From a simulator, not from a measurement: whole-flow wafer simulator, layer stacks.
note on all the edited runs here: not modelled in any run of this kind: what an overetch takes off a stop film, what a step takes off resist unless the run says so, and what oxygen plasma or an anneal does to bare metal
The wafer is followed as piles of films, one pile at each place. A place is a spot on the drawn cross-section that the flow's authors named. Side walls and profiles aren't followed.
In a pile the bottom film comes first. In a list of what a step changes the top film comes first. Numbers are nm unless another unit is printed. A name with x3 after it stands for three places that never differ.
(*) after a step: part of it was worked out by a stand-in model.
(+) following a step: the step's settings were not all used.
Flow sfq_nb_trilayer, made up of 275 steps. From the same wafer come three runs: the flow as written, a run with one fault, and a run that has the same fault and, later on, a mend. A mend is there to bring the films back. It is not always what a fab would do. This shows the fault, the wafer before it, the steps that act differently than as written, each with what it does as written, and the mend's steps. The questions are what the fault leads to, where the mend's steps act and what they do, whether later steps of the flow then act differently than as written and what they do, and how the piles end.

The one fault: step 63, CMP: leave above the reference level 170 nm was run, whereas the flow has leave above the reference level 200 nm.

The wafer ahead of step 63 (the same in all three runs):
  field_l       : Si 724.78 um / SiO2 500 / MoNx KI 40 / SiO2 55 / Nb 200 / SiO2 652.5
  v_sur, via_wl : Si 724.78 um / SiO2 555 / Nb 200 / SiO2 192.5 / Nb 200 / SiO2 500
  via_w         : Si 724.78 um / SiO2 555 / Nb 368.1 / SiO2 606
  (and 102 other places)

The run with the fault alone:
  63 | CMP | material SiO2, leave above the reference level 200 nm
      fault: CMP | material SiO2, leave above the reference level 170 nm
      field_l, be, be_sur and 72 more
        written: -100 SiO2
        fault: -130 SiO2
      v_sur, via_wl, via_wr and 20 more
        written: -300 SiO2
        fault: -330 SiO2
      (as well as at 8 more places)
  Steps later in the flow that act otherwise than as written (not shown: 4 more steps that differ only slightly, by at most 2% or 0.5 nm, whichever is larger):
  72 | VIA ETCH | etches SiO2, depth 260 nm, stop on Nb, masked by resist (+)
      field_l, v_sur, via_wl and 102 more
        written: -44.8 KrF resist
        fault: -43.9 KrF resist
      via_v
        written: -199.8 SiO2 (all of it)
        fault: -169.8 SiO2 (all of it)
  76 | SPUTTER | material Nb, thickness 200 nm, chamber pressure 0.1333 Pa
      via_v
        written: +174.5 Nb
        fault: +180.7 Nb
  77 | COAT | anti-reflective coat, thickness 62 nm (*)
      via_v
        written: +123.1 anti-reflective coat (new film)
        fault: +115 anti-reflective coat (new film)
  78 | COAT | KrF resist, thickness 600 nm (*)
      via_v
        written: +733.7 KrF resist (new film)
        fault: +710.2 KrF resist (new film)
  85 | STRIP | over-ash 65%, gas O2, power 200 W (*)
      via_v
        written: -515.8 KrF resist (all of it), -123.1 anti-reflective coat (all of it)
        fault: -492.3 KrF resist (all of it), -115 anti-reflective coat (all of it)
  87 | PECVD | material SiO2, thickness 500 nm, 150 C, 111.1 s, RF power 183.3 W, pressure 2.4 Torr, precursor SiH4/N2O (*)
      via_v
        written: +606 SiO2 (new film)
        fault: +545.3 SiO2 (new film)
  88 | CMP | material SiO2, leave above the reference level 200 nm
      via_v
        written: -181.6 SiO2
        fault: -157.1 SiO2
  The piles end different from the flow's at v_sur, via_wl, via_w and 36 more by more than 2% or 0.5 nm, whichever is larger.
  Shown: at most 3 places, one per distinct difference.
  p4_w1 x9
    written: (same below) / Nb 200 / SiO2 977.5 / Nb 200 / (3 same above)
    fault: (same below) / Nb 200 / SiO2 947.5 / Nb 200 / (3 same above)
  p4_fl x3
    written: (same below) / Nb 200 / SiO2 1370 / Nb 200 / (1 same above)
    fault: (same below) / Nb 200 / SiO2 1340 / Nb 200 / (1 same above)
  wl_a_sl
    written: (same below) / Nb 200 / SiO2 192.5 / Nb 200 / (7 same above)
    fault: (same below) / Nb 200 / SiO2 162.5 / Nb 200 / (7 same above)

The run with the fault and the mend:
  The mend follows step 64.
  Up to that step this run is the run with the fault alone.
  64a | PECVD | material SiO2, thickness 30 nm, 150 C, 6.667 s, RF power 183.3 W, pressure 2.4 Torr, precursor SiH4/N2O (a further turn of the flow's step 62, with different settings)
      field_l, v_sur, via_wl and 103 more
        +30 SiO2
  Every later step of the flow that is run acts as written, at every place that is followed, to within 2% or 0.5 nm, whichever is larger.
  The piles end only slightly different from the flow's at the places that both follow, by no more than 2% or 0.5 nm, whichever is larger.
